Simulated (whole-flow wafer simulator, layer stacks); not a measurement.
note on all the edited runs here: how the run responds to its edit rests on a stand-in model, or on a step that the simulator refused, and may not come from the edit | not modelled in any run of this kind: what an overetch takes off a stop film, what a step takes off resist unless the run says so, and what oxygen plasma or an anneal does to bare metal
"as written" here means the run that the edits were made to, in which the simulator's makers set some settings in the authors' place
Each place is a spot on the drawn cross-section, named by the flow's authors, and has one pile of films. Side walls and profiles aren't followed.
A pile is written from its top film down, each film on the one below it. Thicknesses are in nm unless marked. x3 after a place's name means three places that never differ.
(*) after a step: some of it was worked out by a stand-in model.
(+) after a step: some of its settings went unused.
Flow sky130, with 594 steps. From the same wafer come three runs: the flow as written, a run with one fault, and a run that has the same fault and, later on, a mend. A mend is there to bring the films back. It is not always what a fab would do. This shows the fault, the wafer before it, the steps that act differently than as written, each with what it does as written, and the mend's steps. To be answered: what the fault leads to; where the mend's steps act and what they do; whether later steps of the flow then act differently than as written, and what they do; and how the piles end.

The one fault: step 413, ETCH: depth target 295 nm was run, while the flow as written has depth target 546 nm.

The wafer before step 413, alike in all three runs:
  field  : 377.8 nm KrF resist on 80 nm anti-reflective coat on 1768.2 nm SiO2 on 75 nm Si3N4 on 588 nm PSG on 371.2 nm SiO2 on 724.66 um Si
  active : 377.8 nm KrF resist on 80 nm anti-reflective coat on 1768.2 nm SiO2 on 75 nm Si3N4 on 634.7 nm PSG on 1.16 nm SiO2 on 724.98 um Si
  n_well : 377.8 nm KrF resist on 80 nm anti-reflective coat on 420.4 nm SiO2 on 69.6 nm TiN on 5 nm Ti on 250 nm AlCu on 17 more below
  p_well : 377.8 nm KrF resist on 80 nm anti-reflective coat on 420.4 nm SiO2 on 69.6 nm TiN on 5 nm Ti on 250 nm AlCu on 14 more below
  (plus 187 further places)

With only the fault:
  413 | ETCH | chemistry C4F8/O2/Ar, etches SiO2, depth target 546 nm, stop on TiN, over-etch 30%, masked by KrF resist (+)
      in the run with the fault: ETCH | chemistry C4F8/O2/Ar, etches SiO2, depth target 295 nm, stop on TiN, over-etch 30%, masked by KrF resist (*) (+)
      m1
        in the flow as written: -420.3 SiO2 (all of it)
        in the run with the fault: -295 SiO2
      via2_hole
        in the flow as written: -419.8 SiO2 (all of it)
        in the run with the fault: -295 SiO2
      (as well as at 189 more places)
  Steps later in the flow that act otherwise than as written (not shown: 1 more step that differs only slightly, by at most 2% or 0.5 nm, whichever is larger):
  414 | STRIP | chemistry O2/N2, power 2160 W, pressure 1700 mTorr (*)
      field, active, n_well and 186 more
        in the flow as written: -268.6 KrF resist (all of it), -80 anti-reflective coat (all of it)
        in the run with the fault: -318.8 KrF resist (all of it), -80 anti-reflective coat (all of it)
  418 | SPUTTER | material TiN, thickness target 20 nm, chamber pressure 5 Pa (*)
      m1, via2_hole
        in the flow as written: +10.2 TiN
        in the run with the fault: +11.9 TiN (new film)
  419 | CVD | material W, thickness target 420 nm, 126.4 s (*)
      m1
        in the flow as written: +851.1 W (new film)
        in the run with the fault: +723.7 W (new film)
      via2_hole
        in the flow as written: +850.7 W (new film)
        in the run with the fault: +723.7 W (new film)
  By the end, the piles at m1, via2_hole depart from the flow's by more than 2% or 0.5 nm, whichever is larger.
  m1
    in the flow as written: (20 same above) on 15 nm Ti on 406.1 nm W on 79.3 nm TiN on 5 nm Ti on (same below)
    in the run with the fault: (20 same above) on 15 nm Ti on 278.7 nm W on 11.9 nm TiN on 125.3 nm SiO2 on 69.6 nm TiN on 5 nm Ti on (same below)
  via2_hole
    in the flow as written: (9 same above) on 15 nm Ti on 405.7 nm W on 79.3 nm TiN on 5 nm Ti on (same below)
    in the run with the fault: (9 same above) on 15 nm Ti on 278.7 nm W on 11.9 nm TiN on 124.8 nm SiO2 on 69.6 nm TiN on 5 nm Ti on (same below)

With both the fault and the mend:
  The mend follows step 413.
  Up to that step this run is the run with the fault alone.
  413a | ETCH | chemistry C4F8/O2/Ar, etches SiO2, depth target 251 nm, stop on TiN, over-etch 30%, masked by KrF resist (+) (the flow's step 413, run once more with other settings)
      field, active, n_well and 186 more
        -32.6 KrF resist
      m1
        -125.3 SiO2 (all of it)
      via2_hole
        -124.8 SiO2 (all of it)
  Steps later in the flow that act otherwise than as written:
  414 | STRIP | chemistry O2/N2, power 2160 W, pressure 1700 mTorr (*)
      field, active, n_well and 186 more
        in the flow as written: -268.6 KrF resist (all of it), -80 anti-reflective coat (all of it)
        in the run with the mend: -286.3 KrF resist (all of it), -80 anti-reflective coat (all of it)
  At every place that both follow, the piles at the end match the flow's.
